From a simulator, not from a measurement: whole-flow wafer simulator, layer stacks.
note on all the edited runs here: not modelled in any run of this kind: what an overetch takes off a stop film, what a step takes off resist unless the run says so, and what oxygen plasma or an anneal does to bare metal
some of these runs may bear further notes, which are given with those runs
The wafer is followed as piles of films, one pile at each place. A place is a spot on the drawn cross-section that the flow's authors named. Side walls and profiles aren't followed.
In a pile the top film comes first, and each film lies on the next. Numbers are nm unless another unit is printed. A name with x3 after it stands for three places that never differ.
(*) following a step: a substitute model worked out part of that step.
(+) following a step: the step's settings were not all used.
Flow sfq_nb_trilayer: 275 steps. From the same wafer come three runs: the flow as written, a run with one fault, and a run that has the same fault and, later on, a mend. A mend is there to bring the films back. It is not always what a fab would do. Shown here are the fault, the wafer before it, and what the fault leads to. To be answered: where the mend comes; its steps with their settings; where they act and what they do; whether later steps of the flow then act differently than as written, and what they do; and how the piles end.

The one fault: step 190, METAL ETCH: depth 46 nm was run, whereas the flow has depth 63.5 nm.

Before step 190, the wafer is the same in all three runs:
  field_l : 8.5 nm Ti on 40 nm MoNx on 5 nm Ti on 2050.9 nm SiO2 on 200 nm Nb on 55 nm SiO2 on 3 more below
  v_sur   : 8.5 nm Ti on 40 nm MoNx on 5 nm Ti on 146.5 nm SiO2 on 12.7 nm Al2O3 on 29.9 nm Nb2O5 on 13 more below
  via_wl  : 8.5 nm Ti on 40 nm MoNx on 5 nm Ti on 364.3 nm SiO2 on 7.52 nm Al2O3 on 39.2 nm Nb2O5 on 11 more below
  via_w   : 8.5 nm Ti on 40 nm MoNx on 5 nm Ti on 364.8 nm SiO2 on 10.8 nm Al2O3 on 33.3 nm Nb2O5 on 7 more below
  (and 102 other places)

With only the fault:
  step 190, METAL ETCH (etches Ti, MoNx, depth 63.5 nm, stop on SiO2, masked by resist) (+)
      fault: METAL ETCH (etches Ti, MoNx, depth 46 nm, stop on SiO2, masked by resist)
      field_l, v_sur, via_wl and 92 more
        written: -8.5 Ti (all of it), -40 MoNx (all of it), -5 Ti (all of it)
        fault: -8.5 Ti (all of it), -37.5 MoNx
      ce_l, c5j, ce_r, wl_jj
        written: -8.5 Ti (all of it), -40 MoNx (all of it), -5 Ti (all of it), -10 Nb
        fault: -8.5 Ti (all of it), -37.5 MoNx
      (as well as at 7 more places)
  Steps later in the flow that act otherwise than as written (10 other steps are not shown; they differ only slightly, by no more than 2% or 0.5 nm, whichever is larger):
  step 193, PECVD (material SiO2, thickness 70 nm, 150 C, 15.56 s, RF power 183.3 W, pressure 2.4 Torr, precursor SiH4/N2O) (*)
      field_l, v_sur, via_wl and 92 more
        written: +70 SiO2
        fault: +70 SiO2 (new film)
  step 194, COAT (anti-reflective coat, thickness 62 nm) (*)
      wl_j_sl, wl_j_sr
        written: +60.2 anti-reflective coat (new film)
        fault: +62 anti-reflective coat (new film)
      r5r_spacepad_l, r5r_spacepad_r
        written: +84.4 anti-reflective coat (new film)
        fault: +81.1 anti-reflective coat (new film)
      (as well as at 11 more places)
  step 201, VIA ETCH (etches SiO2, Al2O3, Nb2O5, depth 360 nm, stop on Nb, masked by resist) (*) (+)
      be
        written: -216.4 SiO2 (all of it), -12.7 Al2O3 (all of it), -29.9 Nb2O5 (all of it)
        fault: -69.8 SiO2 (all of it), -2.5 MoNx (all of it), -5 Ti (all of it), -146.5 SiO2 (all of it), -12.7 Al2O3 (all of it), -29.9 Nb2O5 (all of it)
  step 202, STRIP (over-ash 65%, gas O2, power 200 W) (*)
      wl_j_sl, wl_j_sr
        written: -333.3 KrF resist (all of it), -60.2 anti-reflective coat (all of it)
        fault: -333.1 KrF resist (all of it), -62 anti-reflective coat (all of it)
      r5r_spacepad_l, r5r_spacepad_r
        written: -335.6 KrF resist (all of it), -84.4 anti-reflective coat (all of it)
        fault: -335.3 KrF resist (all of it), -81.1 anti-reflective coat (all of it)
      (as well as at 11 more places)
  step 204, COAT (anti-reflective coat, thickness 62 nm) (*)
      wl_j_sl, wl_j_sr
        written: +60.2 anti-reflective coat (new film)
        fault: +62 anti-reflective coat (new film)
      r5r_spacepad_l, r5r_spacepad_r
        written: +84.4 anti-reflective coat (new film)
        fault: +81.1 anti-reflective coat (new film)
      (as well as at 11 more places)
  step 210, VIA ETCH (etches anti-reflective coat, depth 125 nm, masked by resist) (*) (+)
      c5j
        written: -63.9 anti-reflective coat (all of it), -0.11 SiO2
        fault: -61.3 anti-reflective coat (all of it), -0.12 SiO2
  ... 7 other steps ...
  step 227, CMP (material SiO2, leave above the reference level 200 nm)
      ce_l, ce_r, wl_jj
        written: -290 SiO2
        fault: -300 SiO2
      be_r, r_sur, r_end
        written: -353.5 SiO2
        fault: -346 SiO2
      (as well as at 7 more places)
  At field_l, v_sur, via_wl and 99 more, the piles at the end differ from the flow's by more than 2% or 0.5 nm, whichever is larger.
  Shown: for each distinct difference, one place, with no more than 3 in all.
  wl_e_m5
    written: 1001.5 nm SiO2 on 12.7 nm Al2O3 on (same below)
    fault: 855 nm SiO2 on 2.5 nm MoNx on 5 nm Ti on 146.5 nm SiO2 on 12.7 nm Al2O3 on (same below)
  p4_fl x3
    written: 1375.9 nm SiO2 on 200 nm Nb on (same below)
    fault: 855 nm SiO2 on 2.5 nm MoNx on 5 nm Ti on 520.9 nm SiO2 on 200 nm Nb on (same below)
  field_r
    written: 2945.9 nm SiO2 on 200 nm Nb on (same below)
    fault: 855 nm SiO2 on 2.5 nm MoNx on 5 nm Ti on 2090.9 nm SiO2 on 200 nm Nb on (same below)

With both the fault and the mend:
  The mend follows step 190.
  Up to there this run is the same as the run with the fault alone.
  step 190a, METAL ETCH (etches Ti, MoNx, depth 17.5 nm, stop on SiO2, masked by resist) (+) (the flow's step 190, run once more with other settings)
      field_l, v_sur, via_wl and 92 more
        -2.5 MoNx (all of it), -5 Ti (all of it)
      be_r, r_sur, res, r_end, r5r_line_l, r5r_line_c, r5r_line_r
        -7 KrF resist
      ce_l, c5j, ce_r, wl_jj
        -2.5 MoNx (all of it), -5 Ti (all of it), -10 Nb
  Every later step of the flow that is run acts as written at every place that is followed.
  The piles end the same as the flow's at every place that both follow.
